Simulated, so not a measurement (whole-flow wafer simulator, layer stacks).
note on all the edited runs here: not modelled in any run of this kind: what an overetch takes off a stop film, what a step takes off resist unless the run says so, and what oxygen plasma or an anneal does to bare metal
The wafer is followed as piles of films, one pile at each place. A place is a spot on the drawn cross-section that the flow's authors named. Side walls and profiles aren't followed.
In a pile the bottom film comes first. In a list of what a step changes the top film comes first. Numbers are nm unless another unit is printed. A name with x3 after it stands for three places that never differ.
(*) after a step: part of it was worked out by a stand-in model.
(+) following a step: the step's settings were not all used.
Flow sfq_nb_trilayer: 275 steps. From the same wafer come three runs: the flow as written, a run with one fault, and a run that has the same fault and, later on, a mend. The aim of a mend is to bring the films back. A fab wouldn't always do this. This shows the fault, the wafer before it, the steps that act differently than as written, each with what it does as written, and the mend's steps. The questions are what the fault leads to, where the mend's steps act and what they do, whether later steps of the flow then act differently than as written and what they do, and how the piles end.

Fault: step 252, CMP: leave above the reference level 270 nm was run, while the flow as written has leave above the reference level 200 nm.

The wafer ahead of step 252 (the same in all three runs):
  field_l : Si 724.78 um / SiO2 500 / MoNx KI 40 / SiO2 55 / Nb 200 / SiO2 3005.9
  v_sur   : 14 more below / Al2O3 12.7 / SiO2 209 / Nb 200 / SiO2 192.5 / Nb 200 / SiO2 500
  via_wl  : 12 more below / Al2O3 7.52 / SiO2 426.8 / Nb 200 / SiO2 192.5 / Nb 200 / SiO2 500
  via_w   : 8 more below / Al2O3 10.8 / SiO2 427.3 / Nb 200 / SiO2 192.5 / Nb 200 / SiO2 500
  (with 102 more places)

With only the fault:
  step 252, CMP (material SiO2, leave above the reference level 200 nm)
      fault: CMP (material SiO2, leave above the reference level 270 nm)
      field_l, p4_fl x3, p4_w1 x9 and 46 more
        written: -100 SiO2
        fault: -30 SiO2
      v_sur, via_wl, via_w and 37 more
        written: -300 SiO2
        fault: -230 SiO2
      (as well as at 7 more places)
  Steps further on in the flow that do not act as written (4 other steps are not shown; they differ only slightly, by no more than 2% or 0.5 nm, whichever is larger):
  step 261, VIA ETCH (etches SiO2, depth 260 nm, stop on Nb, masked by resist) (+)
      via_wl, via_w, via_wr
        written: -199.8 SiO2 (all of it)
        fault: -260 SiO2
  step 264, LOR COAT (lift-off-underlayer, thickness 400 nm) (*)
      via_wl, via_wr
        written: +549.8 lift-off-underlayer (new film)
        fault: +594.8 lift-off-underlayer (new film)
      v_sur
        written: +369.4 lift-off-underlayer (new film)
        fault: +360.2 lift-off-underlayer (new film)
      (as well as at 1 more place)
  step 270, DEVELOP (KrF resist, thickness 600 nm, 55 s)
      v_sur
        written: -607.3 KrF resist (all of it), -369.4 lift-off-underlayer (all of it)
        fault: -609.9 KrF resist (all of it), -360.2 lift-off-underlayer (all of it)
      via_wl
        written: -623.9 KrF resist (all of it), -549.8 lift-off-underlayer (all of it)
        fault: -631.4 KrF resist (all of it), -594.8 lift-off-underlayer (all of it)
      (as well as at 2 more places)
  By the end, the piles at field_l, v_sur, via_wl and 103 more depart from the flow's by more than 2% or 0.5 nm, whichever is larger.
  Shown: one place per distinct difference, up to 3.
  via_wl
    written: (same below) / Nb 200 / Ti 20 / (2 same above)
    fault: (same below) / Nb 200 / SiO2 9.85 / Ti 20 / (2 same above)
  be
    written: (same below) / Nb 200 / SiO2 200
    fault: (same below) / Nb 200 / SiO2 270
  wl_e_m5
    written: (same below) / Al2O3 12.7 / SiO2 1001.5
    fault: (same below) / Al2O3 12.7 / SiO2 1071.5

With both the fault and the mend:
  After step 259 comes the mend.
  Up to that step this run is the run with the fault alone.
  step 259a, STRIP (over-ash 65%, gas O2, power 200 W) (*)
      field_l, v_sur, via_sp and 100 more
        -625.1 KrF resist (all of it), -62 anti-reflective coat (all of it)
      via_wl, via_w, via_wr
        -62 anti-reflective coat (all of it)
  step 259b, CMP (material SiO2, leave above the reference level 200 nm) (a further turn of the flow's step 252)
      field_l, v_sur, via_wl and 103 more
        -70 SiO2
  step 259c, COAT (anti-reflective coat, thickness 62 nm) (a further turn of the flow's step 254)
      field_l, v_sur, via_wl and 103 more
        +62 anti-reflective coat (new film)
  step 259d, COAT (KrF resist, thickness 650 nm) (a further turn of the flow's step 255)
      field_l, v_sur, via_wl and 103 more
        +650 KrF resist (new film)
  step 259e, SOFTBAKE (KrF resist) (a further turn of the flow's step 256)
      does not change any film at any place that is followed
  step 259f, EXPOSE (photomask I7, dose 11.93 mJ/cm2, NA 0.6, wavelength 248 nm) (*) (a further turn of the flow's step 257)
      does not change any film at any place that is followed
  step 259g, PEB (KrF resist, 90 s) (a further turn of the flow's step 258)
      field_l, v_sur, via_wl and 103 more
        -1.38 KrF resist
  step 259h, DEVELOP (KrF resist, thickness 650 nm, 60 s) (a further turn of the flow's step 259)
      field_l, v_sur, via_sp and 100 more
        -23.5 KrF resist
      via_wl, via_w, via_wr
        -648.6 KrF resist (all of it)
  Later steps of the flow that are run all act as written at every place that is followed.
  By the end, the piles equal the flow's at every place that both follow.
